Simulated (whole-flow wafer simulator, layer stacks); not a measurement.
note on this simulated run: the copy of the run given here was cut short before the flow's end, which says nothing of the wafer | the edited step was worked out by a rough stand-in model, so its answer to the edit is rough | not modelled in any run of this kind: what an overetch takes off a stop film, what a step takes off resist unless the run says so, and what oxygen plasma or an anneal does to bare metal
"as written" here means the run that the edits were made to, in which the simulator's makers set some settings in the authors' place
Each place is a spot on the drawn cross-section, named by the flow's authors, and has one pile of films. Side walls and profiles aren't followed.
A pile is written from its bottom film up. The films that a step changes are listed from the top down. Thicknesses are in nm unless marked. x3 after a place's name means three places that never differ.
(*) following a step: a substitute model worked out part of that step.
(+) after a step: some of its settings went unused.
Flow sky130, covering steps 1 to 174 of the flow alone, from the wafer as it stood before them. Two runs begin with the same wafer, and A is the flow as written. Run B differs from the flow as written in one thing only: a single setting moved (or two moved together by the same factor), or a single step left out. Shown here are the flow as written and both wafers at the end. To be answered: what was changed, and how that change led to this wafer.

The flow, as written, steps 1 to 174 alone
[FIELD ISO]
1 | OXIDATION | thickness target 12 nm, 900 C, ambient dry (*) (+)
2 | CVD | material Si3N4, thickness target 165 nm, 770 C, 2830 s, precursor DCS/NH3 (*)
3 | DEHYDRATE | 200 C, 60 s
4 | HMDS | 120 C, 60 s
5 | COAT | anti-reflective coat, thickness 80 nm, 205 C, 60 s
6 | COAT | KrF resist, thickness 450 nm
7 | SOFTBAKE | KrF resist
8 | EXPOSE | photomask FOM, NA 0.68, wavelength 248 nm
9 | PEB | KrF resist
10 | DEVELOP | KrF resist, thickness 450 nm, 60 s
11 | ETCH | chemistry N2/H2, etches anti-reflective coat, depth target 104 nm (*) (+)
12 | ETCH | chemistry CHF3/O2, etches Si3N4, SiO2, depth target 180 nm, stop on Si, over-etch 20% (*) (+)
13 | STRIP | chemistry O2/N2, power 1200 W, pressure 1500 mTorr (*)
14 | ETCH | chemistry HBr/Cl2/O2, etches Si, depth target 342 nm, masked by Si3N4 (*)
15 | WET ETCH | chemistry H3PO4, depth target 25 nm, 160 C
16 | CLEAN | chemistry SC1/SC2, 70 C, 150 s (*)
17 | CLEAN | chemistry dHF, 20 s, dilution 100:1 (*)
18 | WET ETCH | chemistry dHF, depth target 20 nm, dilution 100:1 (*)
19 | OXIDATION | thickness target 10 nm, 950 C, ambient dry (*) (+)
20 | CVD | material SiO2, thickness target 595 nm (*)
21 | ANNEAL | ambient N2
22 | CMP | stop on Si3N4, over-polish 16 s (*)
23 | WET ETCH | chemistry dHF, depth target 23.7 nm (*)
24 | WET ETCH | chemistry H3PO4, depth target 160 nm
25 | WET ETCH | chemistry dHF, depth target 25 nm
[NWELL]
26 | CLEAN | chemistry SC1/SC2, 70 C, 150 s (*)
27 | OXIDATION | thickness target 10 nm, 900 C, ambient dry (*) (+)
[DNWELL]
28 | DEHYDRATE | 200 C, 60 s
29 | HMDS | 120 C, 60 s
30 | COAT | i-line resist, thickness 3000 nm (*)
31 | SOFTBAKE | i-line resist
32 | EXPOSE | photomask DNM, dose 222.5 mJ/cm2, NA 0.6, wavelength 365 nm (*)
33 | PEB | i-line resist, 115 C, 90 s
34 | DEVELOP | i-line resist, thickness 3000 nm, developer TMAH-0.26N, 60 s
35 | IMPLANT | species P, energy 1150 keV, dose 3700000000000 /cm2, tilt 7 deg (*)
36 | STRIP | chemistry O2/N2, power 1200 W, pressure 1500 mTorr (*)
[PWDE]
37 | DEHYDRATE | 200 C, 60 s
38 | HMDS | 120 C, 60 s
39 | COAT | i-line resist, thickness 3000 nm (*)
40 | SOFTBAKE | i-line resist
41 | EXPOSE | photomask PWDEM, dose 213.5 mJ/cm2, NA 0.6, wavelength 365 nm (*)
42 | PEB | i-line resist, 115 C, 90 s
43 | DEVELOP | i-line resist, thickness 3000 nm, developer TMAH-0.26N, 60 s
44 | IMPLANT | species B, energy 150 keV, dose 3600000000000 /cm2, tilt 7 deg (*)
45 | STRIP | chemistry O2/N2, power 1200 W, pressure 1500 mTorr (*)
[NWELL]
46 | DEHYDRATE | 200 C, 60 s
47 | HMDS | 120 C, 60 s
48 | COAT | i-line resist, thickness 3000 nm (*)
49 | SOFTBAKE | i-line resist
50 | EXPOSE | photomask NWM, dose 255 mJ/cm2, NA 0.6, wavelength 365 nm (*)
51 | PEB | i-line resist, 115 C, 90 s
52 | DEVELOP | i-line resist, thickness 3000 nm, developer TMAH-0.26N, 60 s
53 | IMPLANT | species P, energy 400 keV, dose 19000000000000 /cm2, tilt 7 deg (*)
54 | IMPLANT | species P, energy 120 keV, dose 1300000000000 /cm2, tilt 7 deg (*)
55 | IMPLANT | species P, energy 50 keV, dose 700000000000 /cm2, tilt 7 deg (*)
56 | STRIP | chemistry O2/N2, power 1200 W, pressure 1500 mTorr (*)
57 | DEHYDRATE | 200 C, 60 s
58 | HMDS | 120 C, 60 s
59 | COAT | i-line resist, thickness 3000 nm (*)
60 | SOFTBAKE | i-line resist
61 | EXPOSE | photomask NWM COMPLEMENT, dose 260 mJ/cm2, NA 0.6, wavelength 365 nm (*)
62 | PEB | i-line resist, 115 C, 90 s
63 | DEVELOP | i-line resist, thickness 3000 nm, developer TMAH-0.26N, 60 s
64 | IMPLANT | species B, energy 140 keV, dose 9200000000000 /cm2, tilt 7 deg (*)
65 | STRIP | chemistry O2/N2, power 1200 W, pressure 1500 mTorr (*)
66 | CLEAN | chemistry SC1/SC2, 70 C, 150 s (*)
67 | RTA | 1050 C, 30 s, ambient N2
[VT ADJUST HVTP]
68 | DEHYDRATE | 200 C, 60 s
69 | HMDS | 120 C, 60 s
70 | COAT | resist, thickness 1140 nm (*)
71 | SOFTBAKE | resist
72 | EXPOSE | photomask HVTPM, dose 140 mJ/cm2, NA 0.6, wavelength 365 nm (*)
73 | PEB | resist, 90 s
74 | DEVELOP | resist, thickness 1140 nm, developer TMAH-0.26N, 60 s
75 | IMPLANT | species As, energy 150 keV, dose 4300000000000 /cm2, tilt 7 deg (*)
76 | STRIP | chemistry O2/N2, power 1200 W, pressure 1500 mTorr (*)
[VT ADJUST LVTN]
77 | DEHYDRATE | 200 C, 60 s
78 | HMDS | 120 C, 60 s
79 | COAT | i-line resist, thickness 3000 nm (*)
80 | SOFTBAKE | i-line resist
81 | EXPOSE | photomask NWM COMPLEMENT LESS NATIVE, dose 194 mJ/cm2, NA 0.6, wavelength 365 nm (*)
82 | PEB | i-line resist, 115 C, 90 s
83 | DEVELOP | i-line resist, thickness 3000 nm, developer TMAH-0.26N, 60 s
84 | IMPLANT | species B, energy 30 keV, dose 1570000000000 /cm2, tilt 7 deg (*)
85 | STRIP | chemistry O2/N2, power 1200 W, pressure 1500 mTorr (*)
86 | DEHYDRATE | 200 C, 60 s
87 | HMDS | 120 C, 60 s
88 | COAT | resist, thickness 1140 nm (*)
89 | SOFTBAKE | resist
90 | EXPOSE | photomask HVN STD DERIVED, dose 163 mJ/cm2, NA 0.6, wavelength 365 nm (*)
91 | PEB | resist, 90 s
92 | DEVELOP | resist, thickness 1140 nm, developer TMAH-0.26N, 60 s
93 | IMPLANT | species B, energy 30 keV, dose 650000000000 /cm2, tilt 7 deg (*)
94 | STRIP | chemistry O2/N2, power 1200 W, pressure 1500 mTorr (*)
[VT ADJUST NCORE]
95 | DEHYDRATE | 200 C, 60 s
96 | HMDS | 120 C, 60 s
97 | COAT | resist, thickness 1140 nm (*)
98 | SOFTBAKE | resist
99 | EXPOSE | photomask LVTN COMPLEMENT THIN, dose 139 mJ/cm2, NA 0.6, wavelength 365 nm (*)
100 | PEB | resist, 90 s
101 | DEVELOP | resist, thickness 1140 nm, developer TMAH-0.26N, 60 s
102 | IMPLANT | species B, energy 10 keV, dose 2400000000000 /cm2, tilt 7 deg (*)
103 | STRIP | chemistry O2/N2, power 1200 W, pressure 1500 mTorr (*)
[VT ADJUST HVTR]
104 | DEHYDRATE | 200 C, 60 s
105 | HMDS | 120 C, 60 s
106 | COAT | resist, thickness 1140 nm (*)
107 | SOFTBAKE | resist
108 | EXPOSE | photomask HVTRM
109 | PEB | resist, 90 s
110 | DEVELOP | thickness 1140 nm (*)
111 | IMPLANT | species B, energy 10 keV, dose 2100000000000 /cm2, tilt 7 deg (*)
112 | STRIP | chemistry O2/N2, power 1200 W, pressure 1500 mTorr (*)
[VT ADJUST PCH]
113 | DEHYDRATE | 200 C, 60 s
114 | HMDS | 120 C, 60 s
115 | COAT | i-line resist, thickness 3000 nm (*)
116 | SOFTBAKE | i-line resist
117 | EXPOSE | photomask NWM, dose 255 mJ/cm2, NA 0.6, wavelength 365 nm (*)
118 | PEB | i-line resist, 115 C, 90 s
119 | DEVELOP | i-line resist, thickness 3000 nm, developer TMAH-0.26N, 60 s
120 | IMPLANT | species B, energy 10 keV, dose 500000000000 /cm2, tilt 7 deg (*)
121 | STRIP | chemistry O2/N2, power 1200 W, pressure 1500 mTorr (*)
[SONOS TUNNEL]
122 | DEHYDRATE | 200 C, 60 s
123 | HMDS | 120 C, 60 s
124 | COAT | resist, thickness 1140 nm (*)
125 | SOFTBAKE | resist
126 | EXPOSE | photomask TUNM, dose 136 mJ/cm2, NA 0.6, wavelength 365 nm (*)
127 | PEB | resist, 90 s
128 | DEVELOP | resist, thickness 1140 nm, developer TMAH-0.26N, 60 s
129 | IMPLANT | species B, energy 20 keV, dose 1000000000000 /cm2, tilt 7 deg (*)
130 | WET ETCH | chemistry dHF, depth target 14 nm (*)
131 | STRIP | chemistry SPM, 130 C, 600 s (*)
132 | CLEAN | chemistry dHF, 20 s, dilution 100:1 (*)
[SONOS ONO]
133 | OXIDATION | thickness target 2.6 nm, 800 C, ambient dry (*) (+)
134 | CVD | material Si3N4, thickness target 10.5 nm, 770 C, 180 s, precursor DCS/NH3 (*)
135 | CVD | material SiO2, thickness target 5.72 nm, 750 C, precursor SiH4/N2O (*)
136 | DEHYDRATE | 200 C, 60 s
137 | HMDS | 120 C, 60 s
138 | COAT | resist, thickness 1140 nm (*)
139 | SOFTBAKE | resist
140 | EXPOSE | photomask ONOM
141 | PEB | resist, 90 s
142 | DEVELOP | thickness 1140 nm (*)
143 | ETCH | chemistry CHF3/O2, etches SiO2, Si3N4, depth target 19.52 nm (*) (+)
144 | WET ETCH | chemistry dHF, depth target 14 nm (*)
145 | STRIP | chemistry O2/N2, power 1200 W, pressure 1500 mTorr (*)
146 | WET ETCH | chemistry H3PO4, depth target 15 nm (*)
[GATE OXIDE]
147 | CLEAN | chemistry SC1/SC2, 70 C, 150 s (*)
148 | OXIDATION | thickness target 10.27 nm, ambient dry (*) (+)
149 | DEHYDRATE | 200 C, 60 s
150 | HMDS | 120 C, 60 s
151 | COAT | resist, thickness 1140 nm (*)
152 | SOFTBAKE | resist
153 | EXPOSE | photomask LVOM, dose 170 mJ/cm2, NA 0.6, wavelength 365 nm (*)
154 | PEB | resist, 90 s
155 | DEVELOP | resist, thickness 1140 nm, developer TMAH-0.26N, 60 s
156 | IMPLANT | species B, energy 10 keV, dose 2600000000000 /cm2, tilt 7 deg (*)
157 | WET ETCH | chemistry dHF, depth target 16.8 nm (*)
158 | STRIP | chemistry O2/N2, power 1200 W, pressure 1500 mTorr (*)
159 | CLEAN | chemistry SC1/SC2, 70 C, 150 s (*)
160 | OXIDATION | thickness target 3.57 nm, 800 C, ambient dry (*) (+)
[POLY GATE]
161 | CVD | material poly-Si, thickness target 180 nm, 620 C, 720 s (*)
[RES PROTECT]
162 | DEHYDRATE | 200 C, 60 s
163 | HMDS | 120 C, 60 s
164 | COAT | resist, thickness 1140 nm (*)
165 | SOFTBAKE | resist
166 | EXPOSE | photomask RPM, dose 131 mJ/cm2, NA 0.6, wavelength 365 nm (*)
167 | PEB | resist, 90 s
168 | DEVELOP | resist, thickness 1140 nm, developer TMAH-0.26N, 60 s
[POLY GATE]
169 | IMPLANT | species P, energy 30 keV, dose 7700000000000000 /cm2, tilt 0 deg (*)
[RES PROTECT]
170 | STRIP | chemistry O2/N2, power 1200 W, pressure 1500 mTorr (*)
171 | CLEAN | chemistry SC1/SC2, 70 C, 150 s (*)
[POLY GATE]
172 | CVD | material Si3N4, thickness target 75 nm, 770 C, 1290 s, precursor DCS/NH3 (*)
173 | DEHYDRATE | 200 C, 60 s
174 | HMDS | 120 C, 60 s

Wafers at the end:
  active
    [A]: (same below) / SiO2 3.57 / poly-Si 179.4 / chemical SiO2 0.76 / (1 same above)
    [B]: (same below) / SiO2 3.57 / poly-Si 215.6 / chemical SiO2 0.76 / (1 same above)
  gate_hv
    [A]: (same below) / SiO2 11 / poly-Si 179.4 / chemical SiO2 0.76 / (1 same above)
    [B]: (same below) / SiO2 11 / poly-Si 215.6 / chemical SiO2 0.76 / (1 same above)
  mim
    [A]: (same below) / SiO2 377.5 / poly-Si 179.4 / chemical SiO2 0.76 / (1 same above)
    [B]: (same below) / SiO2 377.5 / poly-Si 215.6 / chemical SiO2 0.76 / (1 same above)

Cause: step 161, CVD: 864 s was run, though the flow has 720 s.

Step by step, how the change led to this:
  161 | CVD | material poly-Si, thickness target 180 nm, 620 C, 720 s (*)
      field, active, n_well and 186 more: A +180 poly-Si (new film) | B +216.2 poly-Si (new film)
      ndiff_dn: A +215.7 poly-Si (new film) | B +254.4 poly-Si (new film)
